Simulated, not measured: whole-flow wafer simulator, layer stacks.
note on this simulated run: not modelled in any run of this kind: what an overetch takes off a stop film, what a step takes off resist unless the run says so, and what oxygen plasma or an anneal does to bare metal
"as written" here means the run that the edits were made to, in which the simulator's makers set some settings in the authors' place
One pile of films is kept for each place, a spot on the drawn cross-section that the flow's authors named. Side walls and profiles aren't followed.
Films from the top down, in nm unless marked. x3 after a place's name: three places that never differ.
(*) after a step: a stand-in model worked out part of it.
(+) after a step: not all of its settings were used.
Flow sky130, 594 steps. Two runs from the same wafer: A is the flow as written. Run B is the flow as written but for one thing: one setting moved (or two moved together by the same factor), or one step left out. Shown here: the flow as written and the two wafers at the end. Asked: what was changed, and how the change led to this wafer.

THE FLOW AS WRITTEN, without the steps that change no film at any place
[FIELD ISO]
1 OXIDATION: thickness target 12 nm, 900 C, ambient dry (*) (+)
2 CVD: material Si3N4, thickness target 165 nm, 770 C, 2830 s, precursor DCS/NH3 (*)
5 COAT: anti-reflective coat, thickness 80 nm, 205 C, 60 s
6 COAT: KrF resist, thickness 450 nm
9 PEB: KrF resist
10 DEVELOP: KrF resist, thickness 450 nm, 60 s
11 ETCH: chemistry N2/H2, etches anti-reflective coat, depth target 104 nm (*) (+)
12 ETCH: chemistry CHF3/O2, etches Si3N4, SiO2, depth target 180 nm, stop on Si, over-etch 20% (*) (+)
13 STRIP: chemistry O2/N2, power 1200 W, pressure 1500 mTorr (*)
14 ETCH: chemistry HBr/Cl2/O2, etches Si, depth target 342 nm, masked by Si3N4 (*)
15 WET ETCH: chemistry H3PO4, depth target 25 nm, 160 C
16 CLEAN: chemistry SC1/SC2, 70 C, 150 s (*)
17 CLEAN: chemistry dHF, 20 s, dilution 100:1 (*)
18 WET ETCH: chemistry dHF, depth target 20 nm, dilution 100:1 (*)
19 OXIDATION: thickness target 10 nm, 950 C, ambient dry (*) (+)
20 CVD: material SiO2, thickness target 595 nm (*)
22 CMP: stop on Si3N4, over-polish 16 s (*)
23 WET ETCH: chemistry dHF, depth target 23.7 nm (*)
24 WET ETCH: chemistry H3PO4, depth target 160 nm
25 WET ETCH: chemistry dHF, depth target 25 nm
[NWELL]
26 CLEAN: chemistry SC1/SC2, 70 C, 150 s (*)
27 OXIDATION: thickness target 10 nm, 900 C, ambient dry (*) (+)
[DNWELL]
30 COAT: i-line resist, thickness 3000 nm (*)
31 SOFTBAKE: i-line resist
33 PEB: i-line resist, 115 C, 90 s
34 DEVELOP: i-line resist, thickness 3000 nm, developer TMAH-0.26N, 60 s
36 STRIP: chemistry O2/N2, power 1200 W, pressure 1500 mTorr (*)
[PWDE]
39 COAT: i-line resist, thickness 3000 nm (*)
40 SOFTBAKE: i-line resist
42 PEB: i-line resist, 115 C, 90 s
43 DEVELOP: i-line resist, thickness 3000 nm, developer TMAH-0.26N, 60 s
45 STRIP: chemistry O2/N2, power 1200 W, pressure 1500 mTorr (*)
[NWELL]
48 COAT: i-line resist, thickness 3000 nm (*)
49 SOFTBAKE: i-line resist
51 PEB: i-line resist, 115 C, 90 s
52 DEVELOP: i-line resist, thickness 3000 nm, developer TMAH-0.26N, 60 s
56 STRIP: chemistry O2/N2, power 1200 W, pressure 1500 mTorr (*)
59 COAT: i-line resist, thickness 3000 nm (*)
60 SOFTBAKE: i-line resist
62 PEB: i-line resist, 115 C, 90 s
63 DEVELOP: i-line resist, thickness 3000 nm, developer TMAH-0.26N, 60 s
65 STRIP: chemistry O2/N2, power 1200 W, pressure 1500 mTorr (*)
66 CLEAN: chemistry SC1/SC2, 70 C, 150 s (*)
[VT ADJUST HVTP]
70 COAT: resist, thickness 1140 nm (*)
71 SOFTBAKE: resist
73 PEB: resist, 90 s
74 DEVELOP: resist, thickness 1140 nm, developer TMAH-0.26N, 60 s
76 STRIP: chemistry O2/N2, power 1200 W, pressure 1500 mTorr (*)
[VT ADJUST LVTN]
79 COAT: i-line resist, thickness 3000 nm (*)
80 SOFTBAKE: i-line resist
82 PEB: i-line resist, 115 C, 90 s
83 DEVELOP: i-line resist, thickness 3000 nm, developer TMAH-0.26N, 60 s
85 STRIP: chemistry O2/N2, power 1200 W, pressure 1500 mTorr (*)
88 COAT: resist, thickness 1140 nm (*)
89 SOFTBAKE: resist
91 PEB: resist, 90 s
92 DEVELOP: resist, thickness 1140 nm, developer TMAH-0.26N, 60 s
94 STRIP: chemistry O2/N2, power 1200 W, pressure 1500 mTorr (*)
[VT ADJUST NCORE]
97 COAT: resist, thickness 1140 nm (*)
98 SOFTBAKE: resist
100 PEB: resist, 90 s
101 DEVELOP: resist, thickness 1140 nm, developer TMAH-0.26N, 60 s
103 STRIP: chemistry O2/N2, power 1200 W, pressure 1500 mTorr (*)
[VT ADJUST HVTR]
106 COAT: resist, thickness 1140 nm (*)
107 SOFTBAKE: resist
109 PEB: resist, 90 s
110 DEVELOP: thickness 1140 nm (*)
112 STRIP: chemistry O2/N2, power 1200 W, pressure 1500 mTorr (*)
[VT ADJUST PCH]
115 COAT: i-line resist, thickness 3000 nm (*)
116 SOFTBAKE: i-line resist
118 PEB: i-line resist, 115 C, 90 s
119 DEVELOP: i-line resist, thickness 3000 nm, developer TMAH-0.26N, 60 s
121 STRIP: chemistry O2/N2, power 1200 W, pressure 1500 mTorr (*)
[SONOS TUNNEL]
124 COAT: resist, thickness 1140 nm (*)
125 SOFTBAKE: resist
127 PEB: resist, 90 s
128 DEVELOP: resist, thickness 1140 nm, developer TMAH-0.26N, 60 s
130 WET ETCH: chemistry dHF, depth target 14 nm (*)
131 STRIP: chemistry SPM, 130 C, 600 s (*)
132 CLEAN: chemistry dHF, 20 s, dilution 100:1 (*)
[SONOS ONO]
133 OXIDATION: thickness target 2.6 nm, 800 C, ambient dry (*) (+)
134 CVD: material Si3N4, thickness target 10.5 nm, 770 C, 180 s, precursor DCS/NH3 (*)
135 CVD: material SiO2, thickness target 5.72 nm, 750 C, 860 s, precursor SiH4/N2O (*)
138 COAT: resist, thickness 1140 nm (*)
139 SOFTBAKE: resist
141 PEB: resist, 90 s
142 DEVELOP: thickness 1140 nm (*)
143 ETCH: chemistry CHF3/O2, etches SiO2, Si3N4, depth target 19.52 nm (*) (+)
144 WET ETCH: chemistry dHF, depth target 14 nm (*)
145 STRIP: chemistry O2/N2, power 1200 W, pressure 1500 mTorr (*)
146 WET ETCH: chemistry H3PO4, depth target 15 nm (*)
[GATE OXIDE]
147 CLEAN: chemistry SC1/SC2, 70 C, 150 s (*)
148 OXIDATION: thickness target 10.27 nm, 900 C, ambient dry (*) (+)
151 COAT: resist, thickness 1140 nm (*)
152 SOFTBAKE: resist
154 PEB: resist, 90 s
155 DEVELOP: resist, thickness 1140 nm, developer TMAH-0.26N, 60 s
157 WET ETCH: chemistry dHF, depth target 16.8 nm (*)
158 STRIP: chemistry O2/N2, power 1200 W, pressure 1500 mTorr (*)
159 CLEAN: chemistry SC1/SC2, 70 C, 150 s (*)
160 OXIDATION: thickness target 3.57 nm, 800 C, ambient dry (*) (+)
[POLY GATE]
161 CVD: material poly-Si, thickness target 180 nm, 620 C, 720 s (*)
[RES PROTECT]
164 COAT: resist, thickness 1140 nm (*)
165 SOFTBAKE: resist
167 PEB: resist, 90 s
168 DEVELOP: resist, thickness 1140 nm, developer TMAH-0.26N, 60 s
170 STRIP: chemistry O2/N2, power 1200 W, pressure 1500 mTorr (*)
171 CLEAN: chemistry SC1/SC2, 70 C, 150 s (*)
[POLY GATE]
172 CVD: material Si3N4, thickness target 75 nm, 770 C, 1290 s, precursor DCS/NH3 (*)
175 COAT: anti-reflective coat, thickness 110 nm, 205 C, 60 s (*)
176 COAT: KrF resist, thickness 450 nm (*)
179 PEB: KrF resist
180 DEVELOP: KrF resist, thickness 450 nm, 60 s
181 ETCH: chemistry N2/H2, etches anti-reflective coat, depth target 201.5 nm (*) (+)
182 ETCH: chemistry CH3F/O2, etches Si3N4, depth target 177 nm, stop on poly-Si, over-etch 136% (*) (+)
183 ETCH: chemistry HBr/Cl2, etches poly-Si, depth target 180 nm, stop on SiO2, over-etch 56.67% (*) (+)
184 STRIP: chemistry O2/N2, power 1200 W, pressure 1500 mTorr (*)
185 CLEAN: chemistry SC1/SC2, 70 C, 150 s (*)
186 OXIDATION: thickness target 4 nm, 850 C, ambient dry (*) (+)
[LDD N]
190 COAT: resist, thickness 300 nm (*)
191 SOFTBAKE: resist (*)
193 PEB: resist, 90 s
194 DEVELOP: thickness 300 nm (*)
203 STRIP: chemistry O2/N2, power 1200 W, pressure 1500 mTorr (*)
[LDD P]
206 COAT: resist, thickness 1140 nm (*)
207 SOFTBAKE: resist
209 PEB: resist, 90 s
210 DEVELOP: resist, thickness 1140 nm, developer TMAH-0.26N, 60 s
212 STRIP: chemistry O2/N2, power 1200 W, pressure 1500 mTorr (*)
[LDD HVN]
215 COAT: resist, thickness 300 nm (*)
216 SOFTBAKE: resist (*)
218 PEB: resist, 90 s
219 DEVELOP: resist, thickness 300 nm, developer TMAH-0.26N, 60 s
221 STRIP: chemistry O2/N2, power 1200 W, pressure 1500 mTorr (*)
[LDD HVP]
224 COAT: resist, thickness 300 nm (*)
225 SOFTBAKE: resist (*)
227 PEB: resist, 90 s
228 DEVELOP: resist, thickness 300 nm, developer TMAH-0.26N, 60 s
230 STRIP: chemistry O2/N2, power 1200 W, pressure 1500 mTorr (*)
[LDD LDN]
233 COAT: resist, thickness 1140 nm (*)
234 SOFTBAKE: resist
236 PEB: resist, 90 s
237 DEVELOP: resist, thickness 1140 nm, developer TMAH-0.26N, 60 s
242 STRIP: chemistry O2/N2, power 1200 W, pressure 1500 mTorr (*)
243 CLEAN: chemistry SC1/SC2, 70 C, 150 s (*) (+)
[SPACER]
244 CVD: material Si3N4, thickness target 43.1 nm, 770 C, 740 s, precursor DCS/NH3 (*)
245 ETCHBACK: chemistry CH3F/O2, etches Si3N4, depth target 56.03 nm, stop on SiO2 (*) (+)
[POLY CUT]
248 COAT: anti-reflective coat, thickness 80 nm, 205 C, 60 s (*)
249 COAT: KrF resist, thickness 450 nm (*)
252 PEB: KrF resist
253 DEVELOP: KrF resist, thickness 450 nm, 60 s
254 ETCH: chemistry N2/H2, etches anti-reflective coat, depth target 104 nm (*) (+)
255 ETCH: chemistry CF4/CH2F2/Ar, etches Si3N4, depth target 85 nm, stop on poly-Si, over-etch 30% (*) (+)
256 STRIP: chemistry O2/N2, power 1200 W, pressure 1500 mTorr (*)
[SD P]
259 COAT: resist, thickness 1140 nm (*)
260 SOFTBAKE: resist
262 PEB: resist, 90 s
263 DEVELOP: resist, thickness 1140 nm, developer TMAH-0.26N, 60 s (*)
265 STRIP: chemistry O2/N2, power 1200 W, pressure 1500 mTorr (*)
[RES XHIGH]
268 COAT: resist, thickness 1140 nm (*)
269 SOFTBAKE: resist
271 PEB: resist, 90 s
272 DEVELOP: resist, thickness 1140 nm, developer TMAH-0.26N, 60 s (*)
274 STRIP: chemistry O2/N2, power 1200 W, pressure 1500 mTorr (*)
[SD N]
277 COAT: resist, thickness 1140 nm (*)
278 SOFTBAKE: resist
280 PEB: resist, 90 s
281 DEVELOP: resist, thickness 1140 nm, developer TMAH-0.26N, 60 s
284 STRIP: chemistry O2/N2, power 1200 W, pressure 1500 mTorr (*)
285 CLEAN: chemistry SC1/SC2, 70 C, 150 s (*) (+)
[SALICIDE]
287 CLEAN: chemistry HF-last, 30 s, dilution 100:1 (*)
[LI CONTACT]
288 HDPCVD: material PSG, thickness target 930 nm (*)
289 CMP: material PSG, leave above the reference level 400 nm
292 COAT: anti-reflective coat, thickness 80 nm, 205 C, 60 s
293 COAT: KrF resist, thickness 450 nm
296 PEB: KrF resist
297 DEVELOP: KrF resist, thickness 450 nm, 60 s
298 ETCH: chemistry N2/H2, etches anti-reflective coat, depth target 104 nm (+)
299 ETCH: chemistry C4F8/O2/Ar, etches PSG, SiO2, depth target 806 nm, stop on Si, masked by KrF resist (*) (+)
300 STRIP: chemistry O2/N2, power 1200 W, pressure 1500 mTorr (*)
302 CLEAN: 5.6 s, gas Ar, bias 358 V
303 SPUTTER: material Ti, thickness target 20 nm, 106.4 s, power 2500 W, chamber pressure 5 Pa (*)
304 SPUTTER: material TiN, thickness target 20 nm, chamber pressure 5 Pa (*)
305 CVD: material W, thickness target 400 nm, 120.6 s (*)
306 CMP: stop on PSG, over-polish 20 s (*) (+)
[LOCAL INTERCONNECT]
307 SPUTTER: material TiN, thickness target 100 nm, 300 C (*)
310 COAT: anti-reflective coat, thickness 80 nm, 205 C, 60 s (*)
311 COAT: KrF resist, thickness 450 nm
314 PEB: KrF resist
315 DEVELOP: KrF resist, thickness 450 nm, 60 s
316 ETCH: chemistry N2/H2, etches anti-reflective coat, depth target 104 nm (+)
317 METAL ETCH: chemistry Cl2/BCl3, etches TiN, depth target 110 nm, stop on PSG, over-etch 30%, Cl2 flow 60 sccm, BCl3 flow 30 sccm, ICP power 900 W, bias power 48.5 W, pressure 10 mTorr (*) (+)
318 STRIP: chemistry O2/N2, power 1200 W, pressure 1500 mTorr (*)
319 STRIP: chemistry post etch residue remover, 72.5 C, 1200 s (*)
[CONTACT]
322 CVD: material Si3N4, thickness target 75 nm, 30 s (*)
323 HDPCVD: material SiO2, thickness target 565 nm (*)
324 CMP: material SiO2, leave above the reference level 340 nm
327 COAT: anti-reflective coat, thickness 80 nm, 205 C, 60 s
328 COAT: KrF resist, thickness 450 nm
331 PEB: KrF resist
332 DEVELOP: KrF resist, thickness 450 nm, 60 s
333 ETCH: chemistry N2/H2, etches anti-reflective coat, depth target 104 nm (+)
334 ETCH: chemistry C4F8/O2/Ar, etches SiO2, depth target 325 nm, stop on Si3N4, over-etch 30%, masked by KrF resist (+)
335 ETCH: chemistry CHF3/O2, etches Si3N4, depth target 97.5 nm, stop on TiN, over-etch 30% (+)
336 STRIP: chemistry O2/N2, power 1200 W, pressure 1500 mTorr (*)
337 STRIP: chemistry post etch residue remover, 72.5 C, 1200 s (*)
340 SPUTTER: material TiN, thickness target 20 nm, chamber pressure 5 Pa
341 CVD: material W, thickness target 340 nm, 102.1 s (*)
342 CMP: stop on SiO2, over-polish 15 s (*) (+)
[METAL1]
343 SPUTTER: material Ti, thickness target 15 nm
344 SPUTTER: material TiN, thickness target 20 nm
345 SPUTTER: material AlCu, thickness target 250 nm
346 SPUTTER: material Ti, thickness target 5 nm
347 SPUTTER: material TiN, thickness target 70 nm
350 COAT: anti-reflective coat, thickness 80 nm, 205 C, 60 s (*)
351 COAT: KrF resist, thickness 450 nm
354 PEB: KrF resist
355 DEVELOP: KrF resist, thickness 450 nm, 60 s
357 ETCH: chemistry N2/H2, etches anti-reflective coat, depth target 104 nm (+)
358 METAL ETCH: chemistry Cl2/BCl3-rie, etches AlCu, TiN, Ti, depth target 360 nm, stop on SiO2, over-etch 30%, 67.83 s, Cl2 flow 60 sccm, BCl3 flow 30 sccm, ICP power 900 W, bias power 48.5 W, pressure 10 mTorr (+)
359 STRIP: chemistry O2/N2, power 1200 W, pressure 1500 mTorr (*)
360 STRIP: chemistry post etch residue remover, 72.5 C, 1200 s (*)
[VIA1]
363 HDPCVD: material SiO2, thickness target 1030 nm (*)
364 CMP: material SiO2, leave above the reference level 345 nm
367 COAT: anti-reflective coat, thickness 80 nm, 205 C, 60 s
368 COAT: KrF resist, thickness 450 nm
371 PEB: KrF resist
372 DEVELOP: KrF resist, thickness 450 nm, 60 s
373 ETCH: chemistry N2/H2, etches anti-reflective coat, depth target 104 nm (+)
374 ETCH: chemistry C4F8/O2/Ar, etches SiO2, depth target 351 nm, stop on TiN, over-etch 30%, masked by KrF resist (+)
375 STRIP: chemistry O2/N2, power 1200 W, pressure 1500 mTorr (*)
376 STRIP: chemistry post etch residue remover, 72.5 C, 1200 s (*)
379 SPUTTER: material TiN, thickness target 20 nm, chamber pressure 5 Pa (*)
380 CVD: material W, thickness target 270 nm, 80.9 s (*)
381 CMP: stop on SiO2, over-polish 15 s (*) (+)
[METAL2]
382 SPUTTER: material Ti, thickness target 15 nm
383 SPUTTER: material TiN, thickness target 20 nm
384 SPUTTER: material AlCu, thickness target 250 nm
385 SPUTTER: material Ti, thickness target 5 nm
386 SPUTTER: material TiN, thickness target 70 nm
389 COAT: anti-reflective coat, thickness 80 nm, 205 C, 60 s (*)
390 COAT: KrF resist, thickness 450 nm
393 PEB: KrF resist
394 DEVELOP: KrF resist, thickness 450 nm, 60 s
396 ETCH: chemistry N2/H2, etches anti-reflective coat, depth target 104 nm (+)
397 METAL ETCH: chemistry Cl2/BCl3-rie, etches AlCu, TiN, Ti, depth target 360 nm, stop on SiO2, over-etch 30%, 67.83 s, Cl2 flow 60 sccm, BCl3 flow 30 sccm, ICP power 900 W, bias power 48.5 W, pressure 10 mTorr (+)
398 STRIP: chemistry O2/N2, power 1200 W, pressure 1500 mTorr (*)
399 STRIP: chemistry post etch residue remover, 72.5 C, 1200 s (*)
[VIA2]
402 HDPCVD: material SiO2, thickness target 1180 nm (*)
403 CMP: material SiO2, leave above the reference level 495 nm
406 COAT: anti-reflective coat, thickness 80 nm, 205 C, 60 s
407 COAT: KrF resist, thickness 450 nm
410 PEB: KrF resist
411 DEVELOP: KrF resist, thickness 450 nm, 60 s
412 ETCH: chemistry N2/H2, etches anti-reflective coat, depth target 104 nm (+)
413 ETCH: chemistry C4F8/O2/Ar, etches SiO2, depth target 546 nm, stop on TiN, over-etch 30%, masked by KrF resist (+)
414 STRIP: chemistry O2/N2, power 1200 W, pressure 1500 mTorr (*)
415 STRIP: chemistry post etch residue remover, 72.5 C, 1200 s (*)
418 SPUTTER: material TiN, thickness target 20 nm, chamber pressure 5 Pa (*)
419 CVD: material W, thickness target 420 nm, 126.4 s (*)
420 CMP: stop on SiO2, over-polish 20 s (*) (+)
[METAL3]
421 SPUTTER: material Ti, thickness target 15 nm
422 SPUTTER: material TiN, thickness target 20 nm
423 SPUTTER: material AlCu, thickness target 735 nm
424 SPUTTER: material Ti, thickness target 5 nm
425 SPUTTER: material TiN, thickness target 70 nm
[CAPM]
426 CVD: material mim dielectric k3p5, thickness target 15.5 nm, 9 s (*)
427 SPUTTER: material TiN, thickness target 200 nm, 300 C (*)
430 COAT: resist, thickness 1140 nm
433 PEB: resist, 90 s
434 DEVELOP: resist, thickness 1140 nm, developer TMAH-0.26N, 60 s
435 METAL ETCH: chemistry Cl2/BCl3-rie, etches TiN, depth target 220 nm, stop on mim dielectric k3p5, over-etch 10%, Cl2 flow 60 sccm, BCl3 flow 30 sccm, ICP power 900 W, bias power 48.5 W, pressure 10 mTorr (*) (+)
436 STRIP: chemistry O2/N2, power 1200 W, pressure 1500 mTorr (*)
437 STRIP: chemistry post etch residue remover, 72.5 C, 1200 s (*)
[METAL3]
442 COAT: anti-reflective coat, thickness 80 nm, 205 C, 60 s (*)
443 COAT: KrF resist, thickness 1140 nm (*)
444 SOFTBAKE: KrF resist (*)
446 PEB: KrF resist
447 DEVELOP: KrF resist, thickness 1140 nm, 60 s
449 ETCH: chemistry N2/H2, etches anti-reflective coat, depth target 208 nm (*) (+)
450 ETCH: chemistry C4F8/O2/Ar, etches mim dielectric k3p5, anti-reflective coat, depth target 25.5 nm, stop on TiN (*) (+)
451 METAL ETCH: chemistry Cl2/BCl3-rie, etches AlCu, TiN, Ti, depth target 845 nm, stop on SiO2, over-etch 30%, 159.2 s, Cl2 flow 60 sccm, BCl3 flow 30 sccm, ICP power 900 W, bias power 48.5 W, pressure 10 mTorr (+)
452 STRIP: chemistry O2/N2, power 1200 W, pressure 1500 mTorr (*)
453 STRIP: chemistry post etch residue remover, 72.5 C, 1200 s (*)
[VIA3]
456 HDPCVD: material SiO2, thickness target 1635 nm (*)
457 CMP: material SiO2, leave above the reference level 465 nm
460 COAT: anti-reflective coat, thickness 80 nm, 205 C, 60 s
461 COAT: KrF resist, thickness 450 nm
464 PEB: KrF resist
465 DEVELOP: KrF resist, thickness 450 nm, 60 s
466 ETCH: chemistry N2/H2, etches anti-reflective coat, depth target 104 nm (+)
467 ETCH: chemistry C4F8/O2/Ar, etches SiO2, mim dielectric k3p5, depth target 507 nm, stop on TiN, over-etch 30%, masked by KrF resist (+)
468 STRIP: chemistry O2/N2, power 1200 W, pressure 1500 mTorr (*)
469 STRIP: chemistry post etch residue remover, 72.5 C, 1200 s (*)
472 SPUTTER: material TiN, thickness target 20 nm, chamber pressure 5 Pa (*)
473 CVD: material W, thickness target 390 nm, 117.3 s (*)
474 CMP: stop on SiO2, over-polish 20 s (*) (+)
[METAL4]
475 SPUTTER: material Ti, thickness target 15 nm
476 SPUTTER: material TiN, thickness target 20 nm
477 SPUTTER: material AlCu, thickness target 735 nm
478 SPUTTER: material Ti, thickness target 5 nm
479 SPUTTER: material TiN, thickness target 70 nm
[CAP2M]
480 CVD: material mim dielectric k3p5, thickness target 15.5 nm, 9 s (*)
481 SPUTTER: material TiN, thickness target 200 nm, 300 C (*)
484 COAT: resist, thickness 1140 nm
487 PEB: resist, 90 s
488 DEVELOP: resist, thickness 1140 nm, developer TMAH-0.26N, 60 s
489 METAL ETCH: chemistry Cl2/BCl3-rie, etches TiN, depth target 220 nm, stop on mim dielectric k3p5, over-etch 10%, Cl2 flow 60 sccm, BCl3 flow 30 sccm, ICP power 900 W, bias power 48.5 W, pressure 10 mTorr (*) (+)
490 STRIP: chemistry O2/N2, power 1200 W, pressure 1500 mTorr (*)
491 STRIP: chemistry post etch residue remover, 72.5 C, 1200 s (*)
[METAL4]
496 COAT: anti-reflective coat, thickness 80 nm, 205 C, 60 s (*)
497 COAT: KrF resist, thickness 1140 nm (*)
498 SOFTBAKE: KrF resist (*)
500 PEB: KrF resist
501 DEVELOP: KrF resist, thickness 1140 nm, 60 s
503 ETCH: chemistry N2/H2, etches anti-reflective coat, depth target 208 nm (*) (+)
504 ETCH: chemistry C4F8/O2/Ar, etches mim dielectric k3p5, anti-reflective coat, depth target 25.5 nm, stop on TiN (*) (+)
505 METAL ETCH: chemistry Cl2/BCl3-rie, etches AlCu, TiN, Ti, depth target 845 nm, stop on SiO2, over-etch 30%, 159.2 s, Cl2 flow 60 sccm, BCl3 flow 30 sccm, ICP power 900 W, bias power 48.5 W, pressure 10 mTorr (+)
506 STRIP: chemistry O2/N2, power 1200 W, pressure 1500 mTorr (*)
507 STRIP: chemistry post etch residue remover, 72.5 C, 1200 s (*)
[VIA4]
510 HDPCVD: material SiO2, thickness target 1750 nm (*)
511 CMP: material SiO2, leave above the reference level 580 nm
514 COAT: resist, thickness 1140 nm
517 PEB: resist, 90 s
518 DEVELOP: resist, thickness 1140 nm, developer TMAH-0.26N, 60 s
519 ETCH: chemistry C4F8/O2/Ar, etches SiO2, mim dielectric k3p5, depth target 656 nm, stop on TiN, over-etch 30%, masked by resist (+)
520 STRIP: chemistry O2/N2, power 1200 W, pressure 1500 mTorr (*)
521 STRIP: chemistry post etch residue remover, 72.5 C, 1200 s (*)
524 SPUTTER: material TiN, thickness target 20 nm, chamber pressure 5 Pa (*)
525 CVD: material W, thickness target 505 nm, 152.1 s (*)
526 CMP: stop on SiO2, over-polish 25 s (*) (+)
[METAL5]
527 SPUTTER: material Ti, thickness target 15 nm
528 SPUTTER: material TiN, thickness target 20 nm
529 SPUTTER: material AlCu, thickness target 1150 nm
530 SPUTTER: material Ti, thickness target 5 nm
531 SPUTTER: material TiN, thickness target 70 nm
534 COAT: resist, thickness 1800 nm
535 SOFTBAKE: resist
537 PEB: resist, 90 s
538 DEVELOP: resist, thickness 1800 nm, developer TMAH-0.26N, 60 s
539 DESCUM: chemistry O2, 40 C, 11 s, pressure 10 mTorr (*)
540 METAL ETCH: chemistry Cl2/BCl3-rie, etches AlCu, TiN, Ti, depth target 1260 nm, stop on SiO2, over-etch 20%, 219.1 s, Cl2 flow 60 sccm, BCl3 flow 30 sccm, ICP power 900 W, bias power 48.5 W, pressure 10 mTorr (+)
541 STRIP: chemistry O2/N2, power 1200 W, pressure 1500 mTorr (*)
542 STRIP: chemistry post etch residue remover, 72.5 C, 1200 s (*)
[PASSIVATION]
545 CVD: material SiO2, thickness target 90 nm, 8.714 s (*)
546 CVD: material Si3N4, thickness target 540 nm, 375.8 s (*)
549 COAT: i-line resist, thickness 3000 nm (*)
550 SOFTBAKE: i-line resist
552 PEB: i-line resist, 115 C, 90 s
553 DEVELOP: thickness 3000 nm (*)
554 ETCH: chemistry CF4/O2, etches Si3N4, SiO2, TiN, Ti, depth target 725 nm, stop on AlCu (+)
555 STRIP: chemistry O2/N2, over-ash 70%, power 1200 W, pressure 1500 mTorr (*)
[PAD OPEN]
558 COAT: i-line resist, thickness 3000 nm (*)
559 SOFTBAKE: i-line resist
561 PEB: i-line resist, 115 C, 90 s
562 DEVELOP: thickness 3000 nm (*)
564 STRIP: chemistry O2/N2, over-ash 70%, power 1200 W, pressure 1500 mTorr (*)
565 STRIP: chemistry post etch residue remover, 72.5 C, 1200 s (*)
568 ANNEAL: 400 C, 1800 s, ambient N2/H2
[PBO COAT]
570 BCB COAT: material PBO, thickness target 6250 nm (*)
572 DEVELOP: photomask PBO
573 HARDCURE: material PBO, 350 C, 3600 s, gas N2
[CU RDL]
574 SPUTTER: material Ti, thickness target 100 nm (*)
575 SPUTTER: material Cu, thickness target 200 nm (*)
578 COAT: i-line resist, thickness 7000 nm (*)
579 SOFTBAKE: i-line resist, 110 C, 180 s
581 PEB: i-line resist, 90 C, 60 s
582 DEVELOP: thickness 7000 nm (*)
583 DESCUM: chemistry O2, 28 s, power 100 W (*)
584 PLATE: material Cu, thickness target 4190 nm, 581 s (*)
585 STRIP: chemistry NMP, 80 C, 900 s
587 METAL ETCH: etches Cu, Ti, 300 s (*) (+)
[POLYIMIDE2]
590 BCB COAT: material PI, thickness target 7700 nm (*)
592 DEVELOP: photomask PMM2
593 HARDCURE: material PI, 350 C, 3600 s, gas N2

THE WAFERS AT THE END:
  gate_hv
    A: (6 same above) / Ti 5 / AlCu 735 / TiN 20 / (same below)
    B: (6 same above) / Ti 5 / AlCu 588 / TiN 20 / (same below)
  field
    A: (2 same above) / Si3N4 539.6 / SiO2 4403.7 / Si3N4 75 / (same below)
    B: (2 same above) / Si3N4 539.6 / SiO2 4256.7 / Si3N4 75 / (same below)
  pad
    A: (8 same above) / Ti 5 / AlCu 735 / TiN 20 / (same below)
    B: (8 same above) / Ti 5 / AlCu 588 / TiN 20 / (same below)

The cause: step 477, SPUTTER: thickness target 588 nm was run, where the flow has thickness target 735 nm.
It can be read off the wafer: gate_hv has AlCu 588, and step 477 as written asks for 735 nm.

How the change led to this, step by step:
  477 SPUTTER: material AlCu, thickness target 735 nm
      field, active, n_well and 189 more: A AlCu +735 (new film) | B AlCu +588 (new film)
  505 METAL ETCH: chemistry Cl2/BCl3-rie, etches AlCu, TiN, Ti, depth target 845 nm, stop on SiO2, over-etch 30%, 159.2 s, Cl2 flow 60 sccm, BCl3 flow 30 sccm, ICP power 900 W, bias power 48.5 W, pressure 10 mTorr (+)
      field, active, gate and 70 more: A TiN -70 (all of it), Ti -5 (all of it), AlCu -735 (all of it), TiN -20 (all of it), Ti -15 (all of it), SiO2 -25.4 | B TiN -70 (all of it), Ti -5 (all of it), AlCu -588 (all of it), TiN -20 (all of it), Ti -15 (all of it), SiO2 -40.1
      vpp_iso1, mim_edge_plate, m1_ln and 11 more: A TiN -70 (all of it), Ti -5 (all of it), AlCu -735 (all of it), TiN -20 (all of it), Ti -15 (all of it), SiO2 -25.3 | B TiN -70 (all of it), Ti -5 (all of it), AlCu -588 (all of it), TiN -20 (all of it), Ti -15 (all of it), SiO2 -40.1
      (and at 1 more place)
  511 CMP: material SiO2, leave above the reference level 580 nm
      field, active, gate and 62 more: A SiO2 -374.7 | B SiO2 -506.9
      vpp_ln, vpp_iso2, mim_edge_plate and 11 more: A SiO2 -374.7 | B SiO2 -507
      (and at 9 more places)
